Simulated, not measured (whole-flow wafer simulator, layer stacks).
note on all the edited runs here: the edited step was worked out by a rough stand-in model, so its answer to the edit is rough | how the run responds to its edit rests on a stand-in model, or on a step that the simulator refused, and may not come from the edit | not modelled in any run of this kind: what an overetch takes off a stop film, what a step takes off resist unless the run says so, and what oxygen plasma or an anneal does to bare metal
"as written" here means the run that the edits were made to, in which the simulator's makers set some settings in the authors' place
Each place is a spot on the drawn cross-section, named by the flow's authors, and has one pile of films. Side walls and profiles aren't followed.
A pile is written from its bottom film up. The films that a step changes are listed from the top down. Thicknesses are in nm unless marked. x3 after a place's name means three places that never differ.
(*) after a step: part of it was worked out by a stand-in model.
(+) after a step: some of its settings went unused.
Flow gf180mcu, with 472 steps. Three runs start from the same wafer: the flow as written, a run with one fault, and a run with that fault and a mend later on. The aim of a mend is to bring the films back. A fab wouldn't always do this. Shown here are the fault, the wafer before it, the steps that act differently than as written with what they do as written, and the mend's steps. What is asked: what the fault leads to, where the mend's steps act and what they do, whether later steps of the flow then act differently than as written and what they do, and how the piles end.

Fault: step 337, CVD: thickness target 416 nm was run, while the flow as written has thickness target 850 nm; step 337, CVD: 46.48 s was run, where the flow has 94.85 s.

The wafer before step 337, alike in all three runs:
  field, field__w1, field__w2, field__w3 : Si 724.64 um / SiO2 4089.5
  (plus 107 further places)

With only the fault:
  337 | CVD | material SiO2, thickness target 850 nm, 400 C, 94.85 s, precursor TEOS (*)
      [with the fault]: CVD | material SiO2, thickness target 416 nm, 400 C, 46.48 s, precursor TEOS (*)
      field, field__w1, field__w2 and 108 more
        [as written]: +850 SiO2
        [with the fault]: +425.7 SiO2
  Steps later in the flow that act otherwise than as written (not shown: 2 more steps that differ only slightly, by at most 2% or 0.5 nm, whichever is larger):
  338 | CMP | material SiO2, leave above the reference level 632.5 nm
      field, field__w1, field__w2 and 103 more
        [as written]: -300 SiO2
        [with the fault]: nothing
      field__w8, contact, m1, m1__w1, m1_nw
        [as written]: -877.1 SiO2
        [with the fault]: -452.8 SiO2
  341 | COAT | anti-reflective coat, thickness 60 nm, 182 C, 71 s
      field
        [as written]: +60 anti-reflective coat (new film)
        [with the fault]: +109.8 anti-reflective coat (new film)
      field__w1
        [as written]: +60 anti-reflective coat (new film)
        [with the fault]: +86.7 anti-reflective coat (new film)
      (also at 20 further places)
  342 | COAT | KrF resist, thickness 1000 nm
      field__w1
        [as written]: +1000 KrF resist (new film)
        [with the fault]: +977.1 KrF resist (new film)
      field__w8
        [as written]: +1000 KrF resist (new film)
        [with the fault]: +977.8 KrF resist (new film)
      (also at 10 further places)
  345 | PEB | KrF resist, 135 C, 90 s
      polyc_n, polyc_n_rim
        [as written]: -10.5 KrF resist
        [with the fault]: -11.6 KrF resist
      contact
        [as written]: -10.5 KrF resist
        [with the fault]: -9.59 KrF resist
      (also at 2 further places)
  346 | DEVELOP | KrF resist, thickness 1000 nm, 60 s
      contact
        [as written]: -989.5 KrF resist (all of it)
        [with the fault]: -929.6 KrF resist (all of it)
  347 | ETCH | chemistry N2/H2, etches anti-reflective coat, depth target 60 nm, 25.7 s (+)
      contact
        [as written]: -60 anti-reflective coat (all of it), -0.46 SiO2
        [with the fault]: -22.9 anti-reflective coat (all of it), -1.41 SiO2
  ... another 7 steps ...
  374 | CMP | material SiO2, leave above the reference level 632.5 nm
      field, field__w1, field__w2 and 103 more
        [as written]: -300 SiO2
        [with the fault]: -287.7 SiO2
  By the end, the piles at field, field__w1, field__w2 and 109 more depart from the flow's by more than 2% or 0.5 nm, whichever is larger.
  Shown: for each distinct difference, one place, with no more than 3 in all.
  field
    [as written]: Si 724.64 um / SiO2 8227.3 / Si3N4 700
    [with the fault]: Si 724.64 um / SiO2 4515.2 / Ti 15 / TiN 10 / W 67 / SiO2 3603.9 / Si3N4 700
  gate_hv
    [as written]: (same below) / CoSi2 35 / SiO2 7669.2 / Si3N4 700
    [with the fault]: (same below) / CoSi2 35 / SiO2 3957.1 / Ti 15 / TiN 10 / W 67 / SiO2 3603.9 / Si3N4 700
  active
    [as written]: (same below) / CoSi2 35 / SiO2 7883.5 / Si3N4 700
    [with the fault]: (same below) / CoSi2 35 / SiO2 4171.4 / Ti 15 / TiN 10 / W 67 / SiO2 3603.9 / Si3N4 700

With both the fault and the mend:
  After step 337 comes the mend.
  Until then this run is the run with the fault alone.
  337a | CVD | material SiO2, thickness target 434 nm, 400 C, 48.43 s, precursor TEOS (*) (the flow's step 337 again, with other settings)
      field, field__w1, field__w2 and 108 more
        +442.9 SiO2
  Steps later in the flow that act otherwise than as written:
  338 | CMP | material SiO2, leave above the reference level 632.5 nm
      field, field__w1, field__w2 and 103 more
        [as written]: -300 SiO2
        [with the mend]: -318.6 SiO2
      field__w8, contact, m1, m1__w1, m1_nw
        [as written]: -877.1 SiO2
        [with the mend]: -895.7 SiO2
  At every place that both follow, the piles at the end match the flow's.
